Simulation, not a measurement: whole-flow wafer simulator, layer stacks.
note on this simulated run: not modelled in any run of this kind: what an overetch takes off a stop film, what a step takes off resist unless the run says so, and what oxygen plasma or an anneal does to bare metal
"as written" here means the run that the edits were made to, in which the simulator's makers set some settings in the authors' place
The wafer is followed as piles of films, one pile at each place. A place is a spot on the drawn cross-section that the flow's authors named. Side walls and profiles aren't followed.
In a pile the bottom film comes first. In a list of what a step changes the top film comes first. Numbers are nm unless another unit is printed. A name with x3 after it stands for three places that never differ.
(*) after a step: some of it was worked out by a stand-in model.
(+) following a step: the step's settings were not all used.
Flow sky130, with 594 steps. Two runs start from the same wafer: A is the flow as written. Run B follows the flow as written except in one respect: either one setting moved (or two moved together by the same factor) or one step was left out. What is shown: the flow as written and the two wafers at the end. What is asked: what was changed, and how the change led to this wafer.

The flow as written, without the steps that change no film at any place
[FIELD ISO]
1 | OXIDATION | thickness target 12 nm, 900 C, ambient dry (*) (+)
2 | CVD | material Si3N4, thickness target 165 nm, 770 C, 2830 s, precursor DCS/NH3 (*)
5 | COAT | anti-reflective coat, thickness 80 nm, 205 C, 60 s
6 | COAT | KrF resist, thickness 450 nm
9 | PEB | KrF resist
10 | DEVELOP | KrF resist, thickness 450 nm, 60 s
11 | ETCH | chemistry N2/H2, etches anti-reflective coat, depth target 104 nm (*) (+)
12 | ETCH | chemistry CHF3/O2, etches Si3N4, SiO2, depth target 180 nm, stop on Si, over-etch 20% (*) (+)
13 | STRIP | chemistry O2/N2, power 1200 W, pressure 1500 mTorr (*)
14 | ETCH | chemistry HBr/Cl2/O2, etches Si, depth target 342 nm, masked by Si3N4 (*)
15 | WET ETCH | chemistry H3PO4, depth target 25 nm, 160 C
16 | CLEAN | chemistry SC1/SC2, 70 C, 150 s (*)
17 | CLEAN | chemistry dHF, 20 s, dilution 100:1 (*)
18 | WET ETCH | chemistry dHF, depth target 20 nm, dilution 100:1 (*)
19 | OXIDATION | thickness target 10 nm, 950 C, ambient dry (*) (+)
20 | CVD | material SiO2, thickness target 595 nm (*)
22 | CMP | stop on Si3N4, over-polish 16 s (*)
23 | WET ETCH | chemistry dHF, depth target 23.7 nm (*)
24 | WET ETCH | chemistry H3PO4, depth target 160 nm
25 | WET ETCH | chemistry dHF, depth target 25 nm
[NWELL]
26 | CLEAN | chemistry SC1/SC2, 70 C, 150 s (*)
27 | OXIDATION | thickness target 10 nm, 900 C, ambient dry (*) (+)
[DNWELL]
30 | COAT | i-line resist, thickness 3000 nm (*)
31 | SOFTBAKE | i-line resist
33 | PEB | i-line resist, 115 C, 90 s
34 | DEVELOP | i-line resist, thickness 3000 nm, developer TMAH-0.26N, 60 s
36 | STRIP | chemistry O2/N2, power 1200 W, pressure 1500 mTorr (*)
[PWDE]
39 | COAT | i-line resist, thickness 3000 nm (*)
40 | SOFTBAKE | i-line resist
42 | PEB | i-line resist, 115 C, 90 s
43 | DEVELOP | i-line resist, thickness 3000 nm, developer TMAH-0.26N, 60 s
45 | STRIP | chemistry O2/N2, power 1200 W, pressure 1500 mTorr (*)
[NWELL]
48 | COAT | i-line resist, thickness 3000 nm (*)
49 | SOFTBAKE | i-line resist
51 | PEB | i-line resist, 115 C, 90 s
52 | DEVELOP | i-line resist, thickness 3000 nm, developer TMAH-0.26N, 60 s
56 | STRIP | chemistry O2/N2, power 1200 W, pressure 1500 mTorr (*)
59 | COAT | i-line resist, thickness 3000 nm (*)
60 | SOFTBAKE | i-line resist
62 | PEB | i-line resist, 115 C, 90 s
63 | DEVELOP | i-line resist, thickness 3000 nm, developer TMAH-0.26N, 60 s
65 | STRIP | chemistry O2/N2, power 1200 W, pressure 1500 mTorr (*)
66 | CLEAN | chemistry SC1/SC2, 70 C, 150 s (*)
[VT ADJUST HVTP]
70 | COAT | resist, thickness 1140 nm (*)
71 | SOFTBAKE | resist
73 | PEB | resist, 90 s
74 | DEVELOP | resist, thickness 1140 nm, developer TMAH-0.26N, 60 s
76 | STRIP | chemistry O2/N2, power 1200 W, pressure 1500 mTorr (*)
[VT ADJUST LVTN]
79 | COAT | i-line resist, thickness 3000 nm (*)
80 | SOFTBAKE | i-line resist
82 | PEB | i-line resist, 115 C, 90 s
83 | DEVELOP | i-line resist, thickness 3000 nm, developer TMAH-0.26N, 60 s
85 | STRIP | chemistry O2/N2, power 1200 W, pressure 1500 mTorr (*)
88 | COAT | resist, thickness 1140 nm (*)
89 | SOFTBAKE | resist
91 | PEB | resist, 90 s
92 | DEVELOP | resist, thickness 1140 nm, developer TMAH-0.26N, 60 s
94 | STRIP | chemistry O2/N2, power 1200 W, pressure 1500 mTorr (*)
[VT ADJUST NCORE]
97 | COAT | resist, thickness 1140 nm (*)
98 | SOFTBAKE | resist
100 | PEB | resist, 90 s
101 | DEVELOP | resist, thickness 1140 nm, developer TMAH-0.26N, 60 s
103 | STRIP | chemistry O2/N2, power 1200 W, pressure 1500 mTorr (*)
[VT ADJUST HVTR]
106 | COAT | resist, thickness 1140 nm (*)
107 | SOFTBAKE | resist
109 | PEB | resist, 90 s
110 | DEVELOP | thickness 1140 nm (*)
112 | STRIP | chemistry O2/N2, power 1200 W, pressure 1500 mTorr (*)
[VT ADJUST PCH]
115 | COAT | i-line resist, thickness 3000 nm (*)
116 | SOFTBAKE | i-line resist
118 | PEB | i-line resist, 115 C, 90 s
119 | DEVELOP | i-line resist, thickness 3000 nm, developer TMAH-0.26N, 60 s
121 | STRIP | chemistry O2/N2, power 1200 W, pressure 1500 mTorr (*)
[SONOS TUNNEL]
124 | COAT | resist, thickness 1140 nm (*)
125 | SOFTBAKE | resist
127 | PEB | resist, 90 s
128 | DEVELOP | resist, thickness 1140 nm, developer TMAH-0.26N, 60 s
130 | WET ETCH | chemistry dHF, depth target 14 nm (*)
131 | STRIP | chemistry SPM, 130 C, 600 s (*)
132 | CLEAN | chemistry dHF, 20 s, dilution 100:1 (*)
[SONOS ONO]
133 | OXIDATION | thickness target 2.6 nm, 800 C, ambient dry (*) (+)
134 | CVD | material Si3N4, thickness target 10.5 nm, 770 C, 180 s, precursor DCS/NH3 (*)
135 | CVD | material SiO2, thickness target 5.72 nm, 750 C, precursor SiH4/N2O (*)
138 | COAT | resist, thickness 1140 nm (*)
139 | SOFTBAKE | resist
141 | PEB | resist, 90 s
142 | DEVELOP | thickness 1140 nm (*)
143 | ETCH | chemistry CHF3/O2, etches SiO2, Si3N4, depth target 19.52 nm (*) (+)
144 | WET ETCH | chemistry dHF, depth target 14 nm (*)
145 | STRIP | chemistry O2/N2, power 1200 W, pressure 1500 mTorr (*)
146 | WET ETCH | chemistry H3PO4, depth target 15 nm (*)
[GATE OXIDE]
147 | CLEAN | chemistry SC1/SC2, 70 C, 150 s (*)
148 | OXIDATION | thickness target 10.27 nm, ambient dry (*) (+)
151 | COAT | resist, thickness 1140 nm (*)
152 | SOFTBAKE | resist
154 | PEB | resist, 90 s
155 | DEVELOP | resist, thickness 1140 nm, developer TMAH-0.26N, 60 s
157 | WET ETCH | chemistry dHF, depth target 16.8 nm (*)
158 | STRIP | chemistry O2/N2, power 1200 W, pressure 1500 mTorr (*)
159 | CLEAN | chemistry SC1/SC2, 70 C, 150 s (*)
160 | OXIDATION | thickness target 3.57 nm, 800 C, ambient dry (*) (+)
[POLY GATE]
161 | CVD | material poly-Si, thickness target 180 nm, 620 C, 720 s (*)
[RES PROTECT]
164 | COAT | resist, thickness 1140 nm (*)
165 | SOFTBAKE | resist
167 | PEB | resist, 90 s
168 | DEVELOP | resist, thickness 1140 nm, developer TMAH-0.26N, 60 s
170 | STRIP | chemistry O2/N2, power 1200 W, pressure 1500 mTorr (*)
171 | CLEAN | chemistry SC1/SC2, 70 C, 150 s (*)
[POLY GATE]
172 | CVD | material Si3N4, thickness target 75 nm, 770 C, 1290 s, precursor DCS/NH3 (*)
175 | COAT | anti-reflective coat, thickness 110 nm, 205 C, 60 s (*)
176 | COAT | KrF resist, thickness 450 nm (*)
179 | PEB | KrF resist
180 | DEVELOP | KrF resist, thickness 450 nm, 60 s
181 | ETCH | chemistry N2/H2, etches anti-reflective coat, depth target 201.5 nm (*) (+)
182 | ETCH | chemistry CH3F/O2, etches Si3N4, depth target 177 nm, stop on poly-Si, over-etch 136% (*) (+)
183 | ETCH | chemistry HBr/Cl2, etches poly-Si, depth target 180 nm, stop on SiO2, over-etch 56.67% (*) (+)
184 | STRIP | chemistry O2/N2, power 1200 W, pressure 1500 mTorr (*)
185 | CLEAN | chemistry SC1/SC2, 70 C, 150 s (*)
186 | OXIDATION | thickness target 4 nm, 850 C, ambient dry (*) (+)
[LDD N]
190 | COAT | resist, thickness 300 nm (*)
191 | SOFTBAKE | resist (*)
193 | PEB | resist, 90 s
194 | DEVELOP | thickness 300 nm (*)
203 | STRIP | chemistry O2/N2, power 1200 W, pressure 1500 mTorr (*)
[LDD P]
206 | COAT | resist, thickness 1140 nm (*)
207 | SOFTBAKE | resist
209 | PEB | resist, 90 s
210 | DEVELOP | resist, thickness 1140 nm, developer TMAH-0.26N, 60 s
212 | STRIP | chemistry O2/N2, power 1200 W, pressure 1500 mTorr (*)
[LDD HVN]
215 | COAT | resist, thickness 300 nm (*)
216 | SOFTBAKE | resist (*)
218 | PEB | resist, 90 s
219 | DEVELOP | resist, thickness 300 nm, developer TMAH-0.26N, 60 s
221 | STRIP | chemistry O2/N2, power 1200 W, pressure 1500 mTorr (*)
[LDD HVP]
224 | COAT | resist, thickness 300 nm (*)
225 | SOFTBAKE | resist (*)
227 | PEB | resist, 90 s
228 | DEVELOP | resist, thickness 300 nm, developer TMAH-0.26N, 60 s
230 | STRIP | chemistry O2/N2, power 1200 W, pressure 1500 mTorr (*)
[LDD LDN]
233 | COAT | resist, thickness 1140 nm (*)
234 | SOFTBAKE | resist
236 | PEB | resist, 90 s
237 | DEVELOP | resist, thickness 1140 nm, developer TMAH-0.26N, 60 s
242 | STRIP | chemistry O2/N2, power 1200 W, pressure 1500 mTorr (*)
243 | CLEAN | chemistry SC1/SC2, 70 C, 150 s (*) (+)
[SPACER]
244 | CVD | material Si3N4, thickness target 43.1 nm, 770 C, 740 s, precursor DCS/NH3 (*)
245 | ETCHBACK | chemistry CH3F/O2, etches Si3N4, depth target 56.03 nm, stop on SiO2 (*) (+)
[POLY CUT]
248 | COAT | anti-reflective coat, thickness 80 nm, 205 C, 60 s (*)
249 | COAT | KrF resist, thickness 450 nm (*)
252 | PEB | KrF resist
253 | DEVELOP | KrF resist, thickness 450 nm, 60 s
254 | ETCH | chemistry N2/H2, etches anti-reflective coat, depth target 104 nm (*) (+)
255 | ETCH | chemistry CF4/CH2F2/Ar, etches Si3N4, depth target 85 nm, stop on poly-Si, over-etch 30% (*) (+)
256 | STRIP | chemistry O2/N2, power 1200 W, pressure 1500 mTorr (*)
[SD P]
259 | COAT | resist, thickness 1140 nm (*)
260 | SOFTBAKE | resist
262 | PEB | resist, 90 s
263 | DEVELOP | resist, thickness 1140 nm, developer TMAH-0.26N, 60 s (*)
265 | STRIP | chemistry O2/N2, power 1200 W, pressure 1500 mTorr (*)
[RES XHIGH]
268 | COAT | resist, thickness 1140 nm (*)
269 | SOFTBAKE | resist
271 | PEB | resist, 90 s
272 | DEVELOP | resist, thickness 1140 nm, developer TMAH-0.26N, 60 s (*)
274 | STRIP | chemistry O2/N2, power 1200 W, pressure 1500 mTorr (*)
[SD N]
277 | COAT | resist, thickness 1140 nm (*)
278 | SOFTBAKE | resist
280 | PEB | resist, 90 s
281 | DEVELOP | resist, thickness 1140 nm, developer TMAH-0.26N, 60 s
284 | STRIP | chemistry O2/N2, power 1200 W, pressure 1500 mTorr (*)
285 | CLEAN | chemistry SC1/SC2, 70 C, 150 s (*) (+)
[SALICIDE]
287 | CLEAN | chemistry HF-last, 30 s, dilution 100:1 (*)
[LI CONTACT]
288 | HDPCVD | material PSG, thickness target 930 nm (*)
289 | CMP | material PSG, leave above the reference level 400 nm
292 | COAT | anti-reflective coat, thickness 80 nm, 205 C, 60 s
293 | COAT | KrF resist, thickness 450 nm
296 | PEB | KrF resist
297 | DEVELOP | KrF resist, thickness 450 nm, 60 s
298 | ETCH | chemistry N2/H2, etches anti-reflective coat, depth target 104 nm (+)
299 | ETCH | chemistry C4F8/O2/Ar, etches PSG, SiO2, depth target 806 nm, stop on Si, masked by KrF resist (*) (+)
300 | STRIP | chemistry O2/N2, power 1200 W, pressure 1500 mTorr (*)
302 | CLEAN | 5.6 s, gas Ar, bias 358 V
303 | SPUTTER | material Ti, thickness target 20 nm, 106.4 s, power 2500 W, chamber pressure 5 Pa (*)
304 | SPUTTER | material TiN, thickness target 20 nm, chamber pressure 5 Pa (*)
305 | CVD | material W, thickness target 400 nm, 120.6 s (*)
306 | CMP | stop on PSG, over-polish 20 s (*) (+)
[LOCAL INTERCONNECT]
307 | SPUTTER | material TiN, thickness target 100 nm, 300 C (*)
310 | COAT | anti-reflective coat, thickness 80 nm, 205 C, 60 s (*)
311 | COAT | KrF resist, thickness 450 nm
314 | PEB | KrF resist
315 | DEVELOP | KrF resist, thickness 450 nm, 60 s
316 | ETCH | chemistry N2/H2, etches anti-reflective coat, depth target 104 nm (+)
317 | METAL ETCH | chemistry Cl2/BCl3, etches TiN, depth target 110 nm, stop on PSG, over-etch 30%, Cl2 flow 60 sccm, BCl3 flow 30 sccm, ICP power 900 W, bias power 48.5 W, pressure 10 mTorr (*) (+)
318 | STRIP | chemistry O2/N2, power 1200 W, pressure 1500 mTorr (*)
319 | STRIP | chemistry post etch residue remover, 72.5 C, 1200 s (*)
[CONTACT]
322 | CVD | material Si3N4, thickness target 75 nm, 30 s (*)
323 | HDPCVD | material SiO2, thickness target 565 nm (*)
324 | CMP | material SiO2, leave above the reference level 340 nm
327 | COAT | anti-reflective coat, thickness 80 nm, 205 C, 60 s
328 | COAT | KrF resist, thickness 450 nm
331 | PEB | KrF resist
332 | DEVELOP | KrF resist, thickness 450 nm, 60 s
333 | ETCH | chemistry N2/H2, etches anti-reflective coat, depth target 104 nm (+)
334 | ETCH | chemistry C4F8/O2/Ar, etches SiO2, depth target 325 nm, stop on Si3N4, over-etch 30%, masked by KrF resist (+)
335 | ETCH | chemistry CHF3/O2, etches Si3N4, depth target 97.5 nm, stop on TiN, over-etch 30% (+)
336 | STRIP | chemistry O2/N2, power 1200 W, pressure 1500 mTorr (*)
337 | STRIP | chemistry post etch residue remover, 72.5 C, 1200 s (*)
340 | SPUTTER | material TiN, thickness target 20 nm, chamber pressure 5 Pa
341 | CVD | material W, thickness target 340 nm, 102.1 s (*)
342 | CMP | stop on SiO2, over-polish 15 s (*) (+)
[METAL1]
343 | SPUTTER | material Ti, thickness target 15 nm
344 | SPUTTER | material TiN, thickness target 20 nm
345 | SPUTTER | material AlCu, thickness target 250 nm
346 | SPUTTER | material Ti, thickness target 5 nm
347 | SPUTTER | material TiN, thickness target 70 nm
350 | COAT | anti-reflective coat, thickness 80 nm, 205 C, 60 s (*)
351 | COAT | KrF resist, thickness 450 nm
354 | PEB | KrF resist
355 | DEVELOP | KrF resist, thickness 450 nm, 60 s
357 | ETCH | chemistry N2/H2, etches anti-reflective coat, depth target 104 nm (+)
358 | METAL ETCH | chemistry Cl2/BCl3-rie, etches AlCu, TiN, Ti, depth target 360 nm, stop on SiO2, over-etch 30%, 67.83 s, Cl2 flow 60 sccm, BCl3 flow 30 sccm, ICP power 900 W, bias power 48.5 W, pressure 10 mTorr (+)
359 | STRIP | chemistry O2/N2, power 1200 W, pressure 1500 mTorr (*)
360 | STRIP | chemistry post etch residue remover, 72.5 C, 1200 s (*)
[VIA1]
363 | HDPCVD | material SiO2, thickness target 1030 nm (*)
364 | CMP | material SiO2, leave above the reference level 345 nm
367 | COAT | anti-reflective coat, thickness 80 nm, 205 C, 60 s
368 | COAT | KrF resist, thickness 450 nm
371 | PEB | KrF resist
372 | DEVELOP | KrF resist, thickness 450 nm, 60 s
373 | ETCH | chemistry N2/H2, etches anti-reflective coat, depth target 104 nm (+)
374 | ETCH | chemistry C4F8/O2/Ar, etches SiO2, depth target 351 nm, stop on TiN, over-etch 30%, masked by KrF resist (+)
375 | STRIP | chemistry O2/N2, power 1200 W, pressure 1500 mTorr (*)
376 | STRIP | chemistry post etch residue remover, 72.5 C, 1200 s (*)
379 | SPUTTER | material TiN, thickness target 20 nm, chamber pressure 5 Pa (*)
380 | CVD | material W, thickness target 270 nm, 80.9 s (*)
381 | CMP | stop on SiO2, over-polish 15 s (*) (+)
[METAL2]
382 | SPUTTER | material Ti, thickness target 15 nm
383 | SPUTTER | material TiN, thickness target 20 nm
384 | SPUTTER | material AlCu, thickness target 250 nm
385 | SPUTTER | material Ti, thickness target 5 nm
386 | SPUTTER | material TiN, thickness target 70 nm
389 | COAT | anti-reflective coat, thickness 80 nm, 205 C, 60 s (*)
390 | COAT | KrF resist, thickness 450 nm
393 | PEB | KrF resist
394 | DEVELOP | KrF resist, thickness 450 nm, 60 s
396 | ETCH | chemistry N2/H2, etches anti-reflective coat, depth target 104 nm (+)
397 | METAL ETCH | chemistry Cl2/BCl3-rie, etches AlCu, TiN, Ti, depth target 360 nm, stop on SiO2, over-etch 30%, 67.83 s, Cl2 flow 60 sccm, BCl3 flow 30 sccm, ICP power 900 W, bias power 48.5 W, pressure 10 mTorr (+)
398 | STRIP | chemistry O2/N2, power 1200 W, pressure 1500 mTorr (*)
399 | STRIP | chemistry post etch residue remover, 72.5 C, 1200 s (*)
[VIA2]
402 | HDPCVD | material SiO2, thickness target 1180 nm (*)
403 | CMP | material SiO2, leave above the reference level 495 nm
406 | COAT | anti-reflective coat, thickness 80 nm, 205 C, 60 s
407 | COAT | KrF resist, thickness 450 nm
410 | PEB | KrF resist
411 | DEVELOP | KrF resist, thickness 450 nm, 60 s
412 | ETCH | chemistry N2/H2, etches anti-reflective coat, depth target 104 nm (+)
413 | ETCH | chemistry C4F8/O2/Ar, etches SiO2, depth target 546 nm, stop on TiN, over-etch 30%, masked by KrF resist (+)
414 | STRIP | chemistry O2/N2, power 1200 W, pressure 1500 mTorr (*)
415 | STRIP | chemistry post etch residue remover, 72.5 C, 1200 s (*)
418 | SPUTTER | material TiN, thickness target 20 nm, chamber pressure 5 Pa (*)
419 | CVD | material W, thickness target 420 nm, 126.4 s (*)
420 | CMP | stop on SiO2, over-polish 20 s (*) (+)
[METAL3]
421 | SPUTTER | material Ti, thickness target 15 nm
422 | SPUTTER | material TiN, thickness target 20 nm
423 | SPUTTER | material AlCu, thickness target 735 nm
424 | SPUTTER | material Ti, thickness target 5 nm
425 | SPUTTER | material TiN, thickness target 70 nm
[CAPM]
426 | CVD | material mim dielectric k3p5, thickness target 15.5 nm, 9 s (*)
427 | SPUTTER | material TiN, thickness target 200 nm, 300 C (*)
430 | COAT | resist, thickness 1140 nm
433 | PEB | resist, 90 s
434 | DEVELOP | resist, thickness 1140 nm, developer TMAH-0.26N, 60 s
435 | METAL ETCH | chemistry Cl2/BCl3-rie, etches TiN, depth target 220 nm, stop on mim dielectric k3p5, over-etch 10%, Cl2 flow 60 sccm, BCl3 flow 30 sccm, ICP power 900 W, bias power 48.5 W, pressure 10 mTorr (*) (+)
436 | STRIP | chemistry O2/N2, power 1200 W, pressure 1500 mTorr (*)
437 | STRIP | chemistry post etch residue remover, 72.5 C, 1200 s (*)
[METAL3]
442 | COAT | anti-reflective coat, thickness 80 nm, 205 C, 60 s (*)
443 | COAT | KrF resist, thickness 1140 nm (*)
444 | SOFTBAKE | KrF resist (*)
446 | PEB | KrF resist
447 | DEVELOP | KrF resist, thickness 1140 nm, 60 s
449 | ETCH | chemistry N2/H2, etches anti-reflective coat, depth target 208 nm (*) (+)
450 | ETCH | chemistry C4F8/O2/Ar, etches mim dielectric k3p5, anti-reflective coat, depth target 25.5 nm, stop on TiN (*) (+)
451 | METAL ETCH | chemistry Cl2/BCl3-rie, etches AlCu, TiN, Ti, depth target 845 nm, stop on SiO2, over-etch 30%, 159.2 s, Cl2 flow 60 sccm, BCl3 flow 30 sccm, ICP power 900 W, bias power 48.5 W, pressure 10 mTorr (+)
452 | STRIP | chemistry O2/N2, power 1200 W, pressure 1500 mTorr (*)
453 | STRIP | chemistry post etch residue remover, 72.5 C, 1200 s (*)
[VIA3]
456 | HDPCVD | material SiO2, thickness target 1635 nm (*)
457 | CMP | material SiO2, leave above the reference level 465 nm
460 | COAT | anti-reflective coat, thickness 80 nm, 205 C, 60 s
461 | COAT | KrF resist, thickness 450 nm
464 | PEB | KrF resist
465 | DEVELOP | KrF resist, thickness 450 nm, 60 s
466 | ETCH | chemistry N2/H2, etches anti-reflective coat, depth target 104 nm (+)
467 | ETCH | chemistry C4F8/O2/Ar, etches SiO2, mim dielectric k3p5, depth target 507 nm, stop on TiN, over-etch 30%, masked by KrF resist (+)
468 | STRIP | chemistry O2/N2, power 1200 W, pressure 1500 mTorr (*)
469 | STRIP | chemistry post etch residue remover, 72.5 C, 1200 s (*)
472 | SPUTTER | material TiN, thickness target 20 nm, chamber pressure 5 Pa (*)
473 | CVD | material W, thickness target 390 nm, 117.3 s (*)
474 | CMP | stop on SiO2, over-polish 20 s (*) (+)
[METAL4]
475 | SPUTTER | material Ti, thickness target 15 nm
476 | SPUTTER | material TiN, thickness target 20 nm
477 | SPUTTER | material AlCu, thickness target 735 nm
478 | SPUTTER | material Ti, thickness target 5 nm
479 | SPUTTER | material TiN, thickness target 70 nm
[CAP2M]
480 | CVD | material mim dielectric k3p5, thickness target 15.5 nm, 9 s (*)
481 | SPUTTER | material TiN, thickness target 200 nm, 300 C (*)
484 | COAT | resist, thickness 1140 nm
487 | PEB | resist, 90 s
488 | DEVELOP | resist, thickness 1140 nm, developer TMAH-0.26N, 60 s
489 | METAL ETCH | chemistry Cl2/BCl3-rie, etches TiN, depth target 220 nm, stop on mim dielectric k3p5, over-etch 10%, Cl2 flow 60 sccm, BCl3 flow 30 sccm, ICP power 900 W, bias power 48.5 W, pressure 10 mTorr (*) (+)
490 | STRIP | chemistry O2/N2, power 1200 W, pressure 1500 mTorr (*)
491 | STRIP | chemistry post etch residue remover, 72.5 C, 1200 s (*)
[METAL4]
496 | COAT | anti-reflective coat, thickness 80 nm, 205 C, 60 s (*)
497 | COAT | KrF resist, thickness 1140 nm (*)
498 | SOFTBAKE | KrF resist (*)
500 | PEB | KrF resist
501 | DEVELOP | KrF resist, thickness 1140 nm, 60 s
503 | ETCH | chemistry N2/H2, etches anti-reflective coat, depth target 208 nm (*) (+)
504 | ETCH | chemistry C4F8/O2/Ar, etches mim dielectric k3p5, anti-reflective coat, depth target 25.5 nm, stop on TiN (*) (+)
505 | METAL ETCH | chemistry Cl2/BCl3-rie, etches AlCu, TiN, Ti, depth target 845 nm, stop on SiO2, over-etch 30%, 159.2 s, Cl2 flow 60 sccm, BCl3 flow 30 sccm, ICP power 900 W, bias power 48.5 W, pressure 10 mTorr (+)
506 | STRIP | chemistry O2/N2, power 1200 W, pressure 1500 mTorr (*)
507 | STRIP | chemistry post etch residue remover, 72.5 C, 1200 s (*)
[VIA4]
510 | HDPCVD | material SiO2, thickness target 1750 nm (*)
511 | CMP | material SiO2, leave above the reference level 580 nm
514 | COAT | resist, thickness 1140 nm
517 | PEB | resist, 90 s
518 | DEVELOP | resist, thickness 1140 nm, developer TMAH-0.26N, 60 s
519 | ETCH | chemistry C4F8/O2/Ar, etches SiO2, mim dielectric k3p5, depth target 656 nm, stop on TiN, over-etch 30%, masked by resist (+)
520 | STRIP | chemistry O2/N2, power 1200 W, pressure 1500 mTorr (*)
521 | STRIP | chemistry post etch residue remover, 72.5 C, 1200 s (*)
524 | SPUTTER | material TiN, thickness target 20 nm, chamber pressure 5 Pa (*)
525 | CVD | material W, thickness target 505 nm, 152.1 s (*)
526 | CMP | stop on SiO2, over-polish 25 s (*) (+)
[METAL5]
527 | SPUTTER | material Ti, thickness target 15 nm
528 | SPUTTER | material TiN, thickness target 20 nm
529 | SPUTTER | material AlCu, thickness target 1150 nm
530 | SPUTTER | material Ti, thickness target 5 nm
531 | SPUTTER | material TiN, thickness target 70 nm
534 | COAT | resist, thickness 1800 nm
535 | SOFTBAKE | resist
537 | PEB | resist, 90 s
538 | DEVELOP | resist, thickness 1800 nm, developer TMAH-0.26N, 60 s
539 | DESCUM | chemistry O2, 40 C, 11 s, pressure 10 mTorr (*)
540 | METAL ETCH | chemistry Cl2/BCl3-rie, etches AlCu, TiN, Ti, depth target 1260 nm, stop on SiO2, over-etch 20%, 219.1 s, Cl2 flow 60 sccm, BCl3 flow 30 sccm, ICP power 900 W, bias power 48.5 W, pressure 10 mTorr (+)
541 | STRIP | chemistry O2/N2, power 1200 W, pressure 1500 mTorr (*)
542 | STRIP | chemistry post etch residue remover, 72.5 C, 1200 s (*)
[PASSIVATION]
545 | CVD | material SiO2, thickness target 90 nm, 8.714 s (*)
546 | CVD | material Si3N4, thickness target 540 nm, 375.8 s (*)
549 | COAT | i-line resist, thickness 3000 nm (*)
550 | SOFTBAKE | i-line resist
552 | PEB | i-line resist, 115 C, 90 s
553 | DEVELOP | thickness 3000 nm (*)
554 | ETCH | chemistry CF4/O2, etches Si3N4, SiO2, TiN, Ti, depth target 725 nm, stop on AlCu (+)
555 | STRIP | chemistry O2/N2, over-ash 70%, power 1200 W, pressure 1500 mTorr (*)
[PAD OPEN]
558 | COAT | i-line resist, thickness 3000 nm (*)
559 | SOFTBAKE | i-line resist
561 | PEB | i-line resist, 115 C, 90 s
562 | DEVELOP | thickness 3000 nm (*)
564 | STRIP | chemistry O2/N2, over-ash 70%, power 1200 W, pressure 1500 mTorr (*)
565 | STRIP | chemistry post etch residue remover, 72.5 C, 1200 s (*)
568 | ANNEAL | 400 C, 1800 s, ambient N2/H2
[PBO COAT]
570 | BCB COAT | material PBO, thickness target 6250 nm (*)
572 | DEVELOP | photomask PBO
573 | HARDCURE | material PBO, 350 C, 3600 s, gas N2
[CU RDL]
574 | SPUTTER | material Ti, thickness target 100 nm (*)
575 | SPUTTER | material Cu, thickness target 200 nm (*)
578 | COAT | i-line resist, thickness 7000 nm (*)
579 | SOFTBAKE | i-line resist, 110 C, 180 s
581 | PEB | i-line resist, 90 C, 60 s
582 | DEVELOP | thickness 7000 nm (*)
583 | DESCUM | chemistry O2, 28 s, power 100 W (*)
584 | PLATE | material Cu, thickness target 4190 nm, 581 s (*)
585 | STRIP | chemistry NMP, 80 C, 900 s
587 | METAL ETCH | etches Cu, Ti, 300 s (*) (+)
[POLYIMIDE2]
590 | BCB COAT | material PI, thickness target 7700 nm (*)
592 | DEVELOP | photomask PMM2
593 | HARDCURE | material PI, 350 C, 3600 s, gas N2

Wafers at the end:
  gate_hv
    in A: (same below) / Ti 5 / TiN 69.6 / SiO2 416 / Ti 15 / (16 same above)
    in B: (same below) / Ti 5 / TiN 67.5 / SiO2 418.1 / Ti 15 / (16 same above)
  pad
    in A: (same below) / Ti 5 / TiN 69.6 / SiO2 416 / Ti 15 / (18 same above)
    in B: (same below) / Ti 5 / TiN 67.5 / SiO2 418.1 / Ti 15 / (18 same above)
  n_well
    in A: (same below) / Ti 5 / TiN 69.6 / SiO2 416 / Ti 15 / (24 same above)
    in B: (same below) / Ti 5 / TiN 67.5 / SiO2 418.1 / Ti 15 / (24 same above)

Cause: step 386, SPUTTER: thickness target 67.9 nm was run, though the flow has thickness target 70 nm.

The path from the change to this, step by step:
  386 | SPUTTER | material TiN, thickness target 70 nm
      field, active, n_well and 188 more: A +70 TiN (new film) | B +67.9 TiN (new film)
  397 | METAL ETCH | chemistry Cl2/BCl3-rie, etches AlCu, TiN, Ti, depth target 360 nm, stop on SiO2, over-etch 30%, 67.83 s, Cl2 flow 60 sccm, BCl3 flow 30 sccm, ICP power 900 W, bias power 48.5 W, pressure 10 mTorr (+)
      field, active, gate and 82 more: A -68.7 TiN (all of it), -5 Ti (all of it), -250 AlCu (all of it), -20 TiN (all of it), -15 Ti (all of it), -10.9 SiO2 | B -66.6 TiN (all of it), -5 Ti (all of it), -250 AlCu (all of it), -20 TiN (all of it), -15 Ti (all of it), -11.1 SiO2
